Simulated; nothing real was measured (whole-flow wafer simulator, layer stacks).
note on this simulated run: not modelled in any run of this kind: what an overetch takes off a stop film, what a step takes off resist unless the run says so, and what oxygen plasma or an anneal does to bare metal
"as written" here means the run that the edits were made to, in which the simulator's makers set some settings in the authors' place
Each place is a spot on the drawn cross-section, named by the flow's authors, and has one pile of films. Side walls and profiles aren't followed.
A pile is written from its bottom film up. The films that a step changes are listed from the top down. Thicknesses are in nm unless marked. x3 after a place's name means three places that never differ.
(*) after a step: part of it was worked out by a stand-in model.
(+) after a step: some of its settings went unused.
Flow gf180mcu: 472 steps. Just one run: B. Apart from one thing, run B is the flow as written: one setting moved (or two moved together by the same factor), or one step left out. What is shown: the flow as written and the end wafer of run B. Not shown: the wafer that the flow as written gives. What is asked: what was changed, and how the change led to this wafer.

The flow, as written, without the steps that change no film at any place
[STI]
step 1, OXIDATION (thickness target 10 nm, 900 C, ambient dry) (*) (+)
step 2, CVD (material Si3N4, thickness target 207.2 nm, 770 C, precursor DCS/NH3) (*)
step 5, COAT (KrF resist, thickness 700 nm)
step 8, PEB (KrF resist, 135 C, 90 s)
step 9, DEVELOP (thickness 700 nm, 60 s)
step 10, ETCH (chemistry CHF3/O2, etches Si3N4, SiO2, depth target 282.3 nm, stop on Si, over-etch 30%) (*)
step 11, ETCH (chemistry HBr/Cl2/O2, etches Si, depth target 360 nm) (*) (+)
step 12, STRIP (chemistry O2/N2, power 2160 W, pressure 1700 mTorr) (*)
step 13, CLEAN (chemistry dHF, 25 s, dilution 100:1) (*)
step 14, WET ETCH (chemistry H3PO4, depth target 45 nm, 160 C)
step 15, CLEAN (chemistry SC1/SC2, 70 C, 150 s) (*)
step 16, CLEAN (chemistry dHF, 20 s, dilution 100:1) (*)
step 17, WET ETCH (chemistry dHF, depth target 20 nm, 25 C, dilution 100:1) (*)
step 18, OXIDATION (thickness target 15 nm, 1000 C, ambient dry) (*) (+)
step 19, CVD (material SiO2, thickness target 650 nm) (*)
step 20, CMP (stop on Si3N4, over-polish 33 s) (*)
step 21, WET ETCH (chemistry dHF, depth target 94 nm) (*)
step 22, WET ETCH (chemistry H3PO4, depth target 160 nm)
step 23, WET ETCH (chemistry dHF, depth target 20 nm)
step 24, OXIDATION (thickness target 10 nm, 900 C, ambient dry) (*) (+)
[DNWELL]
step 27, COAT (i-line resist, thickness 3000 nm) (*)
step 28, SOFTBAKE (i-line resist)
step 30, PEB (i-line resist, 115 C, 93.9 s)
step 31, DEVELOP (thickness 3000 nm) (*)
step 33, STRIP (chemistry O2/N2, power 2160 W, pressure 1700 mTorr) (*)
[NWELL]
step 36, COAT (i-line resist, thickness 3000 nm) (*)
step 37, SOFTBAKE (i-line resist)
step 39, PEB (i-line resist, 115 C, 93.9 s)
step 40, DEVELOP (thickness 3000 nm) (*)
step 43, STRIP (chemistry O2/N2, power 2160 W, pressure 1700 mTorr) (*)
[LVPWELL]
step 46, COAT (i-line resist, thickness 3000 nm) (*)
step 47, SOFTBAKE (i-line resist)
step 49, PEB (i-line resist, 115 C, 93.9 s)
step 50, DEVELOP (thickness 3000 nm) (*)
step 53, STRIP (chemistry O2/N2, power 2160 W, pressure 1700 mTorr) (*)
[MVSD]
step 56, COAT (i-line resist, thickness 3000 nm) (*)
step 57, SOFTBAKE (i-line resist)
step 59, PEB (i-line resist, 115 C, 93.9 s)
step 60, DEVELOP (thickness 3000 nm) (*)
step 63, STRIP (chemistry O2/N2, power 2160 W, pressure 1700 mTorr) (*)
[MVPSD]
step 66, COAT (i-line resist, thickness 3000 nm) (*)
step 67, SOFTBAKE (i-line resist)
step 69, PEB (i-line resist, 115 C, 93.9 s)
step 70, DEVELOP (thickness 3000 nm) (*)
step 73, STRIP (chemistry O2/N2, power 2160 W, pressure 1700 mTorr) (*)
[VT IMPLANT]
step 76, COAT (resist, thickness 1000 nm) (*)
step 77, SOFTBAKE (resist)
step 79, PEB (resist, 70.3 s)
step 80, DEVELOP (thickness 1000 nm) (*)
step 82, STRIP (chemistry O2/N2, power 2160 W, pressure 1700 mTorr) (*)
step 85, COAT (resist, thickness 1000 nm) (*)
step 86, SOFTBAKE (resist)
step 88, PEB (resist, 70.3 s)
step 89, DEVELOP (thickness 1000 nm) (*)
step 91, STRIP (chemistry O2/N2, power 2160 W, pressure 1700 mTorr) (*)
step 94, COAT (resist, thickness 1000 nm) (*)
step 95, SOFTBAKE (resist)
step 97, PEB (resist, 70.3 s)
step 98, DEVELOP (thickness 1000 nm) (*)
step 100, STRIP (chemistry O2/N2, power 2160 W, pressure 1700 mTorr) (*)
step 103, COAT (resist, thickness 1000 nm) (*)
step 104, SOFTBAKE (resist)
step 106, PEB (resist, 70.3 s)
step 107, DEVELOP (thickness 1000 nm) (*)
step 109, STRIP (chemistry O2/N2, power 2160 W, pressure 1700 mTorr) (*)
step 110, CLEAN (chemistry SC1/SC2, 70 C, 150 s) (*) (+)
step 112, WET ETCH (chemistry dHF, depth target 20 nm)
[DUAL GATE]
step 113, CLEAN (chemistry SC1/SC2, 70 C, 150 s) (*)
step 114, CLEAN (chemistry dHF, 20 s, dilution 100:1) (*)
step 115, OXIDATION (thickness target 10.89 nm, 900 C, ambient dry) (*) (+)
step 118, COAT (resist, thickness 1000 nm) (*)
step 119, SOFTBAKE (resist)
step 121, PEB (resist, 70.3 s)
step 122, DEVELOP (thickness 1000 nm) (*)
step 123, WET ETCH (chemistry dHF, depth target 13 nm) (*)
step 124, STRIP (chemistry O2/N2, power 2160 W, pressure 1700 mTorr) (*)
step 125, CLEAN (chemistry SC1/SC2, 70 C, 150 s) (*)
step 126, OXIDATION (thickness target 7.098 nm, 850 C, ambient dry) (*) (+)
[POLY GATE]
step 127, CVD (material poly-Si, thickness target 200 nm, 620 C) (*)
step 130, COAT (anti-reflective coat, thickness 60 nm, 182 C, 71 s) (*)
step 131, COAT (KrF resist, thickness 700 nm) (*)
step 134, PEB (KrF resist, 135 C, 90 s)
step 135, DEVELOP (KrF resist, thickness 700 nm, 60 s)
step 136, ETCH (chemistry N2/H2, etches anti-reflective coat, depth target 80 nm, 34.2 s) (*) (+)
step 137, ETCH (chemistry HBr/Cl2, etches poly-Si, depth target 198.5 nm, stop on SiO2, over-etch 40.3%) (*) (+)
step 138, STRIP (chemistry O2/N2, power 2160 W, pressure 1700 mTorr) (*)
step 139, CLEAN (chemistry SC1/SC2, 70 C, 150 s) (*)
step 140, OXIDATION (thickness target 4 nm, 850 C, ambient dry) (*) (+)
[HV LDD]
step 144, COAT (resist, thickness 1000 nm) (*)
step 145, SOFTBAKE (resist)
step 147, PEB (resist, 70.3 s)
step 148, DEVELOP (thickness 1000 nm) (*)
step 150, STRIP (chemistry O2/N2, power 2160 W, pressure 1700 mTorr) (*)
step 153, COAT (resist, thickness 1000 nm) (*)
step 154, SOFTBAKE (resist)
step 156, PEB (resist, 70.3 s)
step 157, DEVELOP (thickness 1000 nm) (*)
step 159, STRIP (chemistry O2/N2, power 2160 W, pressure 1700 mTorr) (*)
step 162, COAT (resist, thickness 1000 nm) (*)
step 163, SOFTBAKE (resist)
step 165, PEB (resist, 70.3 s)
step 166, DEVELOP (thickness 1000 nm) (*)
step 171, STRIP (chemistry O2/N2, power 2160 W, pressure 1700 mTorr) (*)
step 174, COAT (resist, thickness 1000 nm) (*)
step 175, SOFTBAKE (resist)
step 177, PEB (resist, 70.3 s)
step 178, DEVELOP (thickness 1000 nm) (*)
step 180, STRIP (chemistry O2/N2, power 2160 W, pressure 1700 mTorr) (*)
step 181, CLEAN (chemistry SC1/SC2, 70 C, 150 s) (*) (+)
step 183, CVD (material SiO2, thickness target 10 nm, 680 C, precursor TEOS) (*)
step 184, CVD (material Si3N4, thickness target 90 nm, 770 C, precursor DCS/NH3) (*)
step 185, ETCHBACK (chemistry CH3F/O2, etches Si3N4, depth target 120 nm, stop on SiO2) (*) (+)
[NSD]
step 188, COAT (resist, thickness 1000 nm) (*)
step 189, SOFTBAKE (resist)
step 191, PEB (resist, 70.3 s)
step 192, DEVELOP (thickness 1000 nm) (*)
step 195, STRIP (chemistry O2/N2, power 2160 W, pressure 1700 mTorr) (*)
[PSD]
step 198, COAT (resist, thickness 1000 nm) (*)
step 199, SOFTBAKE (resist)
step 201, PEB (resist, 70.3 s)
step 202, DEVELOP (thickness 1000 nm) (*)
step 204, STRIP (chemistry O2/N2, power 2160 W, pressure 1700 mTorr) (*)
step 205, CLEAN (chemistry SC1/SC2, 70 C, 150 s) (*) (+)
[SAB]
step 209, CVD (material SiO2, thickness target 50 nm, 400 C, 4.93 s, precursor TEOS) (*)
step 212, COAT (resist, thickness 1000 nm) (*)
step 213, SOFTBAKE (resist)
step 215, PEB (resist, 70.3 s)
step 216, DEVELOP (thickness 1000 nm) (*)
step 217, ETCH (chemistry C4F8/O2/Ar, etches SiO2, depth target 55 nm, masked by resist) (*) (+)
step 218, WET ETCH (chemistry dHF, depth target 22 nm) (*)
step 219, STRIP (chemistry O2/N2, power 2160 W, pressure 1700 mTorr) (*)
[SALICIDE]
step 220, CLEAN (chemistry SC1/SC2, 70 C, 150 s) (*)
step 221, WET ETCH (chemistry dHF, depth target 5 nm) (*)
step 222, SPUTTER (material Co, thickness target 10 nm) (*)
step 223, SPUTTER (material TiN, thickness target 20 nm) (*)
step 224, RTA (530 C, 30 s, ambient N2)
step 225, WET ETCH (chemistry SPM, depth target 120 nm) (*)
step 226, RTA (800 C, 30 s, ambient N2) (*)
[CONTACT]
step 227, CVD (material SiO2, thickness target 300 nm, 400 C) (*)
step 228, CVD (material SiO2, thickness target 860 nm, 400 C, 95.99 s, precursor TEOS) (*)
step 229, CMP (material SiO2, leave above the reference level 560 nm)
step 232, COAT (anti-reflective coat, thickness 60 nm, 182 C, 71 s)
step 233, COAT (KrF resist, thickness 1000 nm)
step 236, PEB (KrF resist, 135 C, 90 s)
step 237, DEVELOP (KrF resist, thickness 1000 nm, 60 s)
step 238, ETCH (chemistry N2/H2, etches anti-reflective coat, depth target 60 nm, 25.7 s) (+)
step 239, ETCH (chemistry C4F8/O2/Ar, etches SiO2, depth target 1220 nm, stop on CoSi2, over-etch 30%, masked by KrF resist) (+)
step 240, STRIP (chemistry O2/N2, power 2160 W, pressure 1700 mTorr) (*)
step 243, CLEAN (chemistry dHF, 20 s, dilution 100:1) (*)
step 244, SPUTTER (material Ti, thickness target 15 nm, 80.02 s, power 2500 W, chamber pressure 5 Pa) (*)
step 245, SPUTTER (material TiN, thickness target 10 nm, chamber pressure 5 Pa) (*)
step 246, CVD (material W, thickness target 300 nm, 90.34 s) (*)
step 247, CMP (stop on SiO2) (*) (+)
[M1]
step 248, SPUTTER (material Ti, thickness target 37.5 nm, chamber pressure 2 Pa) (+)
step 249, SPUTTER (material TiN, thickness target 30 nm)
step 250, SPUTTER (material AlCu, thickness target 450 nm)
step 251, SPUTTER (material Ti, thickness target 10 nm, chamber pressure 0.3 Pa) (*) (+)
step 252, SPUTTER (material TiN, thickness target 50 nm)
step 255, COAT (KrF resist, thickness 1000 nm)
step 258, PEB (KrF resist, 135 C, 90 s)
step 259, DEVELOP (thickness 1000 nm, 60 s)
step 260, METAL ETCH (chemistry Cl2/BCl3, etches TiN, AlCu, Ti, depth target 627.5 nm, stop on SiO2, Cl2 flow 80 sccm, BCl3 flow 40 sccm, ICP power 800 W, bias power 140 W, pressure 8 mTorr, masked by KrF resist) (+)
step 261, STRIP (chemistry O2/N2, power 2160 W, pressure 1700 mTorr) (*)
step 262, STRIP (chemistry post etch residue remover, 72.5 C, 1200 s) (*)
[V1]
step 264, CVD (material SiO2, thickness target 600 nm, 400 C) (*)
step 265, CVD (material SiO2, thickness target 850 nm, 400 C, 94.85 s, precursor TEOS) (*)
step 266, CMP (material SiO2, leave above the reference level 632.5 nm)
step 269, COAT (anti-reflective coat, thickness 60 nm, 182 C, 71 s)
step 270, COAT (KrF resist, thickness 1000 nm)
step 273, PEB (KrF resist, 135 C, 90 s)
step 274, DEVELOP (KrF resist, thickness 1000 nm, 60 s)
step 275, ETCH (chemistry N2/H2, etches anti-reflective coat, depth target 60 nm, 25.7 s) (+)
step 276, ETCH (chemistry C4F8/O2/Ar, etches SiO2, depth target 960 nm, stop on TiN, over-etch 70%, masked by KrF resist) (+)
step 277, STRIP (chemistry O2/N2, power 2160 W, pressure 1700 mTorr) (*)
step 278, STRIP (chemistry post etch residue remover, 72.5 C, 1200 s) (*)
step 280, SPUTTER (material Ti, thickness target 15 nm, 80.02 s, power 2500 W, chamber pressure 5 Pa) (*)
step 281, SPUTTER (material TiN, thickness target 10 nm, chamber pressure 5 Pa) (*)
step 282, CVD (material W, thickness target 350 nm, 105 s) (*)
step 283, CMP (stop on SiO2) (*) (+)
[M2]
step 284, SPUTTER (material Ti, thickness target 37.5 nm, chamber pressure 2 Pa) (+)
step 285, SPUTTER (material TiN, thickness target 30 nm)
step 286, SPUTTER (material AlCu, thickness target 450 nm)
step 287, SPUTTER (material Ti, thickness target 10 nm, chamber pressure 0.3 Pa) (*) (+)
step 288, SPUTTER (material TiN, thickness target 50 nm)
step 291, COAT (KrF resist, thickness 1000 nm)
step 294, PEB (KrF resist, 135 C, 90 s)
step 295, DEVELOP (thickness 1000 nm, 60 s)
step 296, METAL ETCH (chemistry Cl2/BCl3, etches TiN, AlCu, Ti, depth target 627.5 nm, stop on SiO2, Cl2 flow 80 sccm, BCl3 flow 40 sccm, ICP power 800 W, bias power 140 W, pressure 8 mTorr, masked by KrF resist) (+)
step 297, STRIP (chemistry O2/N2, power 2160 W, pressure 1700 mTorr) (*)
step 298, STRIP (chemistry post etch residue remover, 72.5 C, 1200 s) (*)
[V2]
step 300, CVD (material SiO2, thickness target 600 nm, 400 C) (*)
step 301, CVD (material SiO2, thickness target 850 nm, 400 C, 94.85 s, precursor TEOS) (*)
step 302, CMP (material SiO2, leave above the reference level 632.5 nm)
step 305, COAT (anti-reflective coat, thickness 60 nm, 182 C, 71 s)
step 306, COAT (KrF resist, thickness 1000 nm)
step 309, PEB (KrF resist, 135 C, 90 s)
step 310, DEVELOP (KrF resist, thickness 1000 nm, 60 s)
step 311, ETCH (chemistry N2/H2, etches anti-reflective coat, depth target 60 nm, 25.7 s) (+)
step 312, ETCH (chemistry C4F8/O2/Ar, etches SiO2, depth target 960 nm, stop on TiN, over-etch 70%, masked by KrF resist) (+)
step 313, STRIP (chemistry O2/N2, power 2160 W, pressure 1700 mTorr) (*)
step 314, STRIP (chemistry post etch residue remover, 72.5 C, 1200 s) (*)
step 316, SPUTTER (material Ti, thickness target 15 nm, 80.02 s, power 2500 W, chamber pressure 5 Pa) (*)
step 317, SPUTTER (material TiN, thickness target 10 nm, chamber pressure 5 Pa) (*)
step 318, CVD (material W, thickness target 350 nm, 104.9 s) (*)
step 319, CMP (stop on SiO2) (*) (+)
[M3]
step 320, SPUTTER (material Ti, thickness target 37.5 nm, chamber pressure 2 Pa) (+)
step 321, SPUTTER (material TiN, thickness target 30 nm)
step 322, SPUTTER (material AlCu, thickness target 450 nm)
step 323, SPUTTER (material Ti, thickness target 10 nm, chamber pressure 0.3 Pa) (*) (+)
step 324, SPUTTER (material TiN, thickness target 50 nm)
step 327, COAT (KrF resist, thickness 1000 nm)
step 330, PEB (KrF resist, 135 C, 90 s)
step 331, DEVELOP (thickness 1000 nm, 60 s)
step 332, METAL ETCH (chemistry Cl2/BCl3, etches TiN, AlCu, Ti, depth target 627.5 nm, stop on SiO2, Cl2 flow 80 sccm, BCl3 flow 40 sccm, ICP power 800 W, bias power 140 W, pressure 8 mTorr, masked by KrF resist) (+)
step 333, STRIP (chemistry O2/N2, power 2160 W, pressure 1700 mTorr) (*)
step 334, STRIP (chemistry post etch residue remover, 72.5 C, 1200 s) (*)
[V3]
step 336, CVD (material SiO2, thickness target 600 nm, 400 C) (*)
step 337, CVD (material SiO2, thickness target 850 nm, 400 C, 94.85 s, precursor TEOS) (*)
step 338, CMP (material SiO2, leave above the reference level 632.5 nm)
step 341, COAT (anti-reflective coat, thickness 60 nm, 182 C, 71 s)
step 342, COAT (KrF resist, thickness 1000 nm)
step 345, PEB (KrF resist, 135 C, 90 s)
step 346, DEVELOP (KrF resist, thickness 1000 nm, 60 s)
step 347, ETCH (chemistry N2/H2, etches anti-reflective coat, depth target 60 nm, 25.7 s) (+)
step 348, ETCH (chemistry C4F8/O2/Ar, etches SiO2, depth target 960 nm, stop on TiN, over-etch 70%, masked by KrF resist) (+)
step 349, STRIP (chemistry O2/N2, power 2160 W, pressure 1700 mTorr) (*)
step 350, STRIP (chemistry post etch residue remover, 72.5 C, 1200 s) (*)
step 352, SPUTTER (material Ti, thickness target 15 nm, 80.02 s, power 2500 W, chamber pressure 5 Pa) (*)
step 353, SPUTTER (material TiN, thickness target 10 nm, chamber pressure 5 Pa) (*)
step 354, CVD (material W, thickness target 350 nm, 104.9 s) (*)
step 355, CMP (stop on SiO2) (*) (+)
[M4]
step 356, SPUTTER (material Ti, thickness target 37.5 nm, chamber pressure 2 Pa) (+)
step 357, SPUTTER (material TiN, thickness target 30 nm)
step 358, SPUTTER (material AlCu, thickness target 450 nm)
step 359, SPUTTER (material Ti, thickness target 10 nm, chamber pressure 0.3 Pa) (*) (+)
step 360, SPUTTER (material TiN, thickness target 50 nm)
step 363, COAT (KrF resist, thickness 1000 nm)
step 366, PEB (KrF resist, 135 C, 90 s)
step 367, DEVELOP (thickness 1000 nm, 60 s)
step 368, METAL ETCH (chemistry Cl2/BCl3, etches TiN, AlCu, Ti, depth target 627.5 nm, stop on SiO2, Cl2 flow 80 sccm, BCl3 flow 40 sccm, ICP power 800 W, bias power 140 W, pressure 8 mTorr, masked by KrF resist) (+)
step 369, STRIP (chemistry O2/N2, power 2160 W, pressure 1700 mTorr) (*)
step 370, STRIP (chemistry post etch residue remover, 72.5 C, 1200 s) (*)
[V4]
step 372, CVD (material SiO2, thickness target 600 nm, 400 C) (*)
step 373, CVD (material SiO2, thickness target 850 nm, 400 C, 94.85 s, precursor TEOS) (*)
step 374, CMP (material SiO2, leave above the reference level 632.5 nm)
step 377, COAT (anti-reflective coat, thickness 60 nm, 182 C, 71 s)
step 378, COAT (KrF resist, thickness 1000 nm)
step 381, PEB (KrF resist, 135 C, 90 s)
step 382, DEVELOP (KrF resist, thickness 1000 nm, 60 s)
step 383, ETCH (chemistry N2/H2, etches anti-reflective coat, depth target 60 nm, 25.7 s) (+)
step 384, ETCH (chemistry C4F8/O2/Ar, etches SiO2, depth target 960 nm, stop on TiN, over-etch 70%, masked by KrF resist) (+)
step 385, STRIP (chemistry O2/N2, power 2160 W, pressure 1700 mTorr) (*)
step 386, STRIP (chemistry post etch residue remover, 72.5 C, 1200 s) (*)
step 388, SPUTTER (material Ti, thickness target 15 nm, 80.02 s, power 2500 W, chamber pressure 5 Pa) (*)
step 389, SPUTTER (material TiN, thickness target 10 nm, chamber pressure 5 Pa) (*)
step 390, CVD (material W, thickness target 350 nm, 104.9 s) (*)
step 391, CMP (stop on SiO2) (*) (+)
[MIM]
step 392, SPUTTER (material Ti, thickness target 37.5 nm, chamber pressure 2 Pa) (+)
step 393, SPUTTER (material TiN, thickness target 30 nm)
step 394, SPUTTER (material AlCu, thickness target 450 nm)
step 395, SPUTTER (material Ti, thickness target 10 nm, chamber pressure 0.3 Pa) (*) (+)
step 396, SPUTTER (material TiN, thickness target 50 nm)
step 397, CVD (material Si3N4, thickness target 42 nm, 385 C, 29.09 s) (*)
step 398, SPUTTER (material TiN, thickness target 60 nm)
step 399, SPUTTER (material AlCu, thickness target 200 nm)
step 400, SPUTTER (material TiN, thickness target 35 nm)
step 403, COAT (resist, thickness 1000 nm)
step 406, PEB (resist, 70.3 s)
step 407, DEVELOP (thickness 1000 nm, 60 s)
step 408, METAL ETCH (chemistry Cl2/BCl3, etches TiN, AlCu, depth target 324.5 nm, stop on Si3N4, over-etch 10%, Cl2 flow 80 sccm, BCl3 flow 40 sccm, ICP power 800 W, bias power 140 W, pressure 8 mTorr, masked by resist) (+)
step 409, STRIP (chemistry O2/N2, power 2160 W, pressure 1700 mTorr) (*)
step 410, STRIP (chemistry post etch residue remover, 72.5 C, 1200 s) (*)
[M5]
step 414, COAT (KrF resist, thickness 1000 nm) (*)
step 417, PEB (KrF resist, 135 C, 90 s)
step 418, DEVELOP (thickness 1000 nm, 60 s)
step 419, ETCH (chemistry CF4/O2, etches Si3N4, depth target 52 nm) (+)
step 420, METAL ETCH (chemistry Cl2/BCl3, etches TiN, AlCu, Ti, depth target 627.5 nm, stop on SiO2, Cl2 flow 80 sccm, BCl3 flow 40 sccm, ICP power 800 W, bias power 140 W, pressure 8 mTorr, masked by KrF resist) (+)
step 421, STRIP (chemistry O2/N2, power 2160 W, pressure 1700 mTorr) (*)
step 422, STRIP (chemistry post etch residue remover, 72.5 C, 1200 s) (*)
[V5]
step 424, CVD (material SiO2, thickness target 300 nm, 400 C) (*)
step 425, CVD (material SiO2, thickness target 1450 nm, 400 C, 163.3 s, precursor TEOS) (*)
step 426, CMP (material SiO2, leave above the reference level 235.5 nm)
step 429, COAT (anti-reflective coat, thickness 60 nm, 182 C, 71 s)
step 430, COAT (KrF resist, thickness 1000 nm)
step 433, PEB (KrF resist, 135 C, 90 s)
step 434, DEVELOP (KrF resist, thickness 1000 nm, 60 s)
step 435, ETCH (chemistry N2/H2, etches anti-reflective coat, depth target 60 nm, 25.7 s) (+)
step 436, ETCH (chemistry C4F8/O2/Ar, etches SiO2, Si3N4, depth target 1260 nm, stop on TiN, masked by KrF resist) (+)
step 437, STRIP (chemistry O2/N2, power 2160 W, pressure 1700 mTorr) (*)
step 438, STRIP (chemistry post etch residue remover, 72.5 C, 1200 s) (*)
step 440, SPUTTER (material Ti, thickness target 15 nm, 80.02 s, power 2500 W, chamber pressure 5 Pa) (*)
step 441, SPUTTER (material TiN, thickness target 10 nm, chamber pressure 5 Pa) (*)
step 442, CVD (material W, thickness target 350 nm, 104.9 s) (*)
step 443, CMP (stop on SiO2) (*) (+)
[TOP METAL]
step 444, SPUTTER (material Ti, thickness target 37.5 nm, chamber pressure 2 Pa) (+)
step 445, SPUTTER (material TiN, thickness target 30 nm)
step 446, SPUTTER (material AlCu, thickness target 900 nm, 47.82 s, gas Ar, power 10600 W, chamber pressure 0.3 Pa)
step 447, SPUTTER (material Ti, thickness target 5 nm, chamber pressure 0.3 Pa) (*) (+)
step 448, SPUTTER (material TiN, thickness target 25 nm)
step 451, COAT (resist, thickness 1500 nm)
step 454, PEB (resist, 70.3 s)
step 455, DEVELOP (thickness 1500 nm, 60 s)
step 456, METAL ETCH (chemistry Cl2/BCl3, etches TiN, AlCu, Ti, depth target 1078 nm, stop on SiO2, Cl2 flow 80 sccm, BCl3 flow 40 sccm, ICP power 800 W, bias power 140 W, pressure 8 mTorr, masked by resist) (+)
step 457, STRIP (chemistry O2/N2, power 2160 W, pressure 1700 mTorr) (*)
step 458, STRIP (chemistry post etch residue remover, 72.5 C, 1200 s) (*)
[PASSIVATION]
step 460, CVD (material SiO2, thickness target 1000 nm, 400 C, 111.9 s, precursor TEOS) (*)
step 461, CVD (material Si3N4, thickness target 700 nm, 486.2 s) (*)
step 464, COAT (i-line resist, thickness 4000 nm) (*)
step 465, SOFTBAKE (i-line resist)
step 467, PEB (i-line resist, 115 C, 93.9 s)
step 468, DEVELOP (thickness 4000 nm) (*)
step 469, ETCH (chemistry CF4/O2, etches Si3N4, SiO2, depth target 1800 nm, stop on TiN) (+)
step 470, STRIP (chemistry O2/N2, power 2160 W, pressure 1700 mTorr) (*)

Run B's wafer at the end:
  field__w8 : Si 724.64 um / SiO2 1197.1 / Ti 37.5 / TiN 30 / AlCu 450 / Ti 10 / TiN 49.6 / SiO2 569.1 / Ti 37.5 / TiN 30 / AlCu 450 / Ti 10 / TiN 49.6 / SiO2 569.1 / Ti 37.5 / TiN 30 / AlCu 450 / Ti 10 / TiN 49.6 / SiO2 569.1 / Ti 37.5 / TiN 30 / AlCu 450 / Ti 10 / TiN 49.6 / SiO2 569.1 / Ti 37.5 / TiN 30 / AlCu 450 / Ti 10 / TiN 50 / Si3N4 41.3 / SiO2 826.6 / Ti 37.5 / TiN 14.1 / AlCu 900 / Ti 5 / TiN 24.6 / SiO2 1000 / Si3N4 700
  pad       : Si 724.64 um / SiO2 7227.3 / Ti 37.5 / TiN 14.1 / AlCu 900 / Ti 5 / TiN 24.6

The reason: step 445, SPUTTER: thickness target 14.1 nm was run, whereas the flow has thickness target 30 nm.
One can read it off the wafer: field__w8 has TiN 14.1, and step 445 as written asks for 30 nm.

The path from the change to this, step by step:
  step 445, SPUTTER (material TiN, thickness target 30 nm)
      field, field__w1, field__w2 and 109 more: TiN gains 14.1 (new film) (it would be, as written: TiN gains 30 (new film))
  step 456, METAL ETCH (chemistry Cl2/BCl3, etches TiN, AlCu, Ti, depth target 1078 nm, stop on SiO2, Cl2 flow 80 sccm, BCl3 flow 40 sccm, ICP power 800 W, bias power 140 W, pressure 8 mTorr, masked by resist) (+)
      field, field__w1, field__w2 and 103 more: TiN loses 25 (all of it), Ti loses 5 (all of it), AlCu loses 900 (all of it), TiN loses 14.1 (all of it), Ti loses 37.5 (all of it) (it would be, as written: TiN loses 25 (all of it), Ti loses 5 (all of it), AlCu loses 900 (all of it), TiN loses 30 (all of it), Ti loses 37.5 (all of it))
  step 465, SOFTBAKE (i-line resist)
      ld_acc_p, ld_fp_p, ld_drift_p: i-line resist gains 33 (it would be, as written: i-line resist gains 33.8)
      field__w11, field__w13: i-line resist gains 36.7 (it would be, as written: i-line resist gains 37.6)
      (as well as at 58 more places)
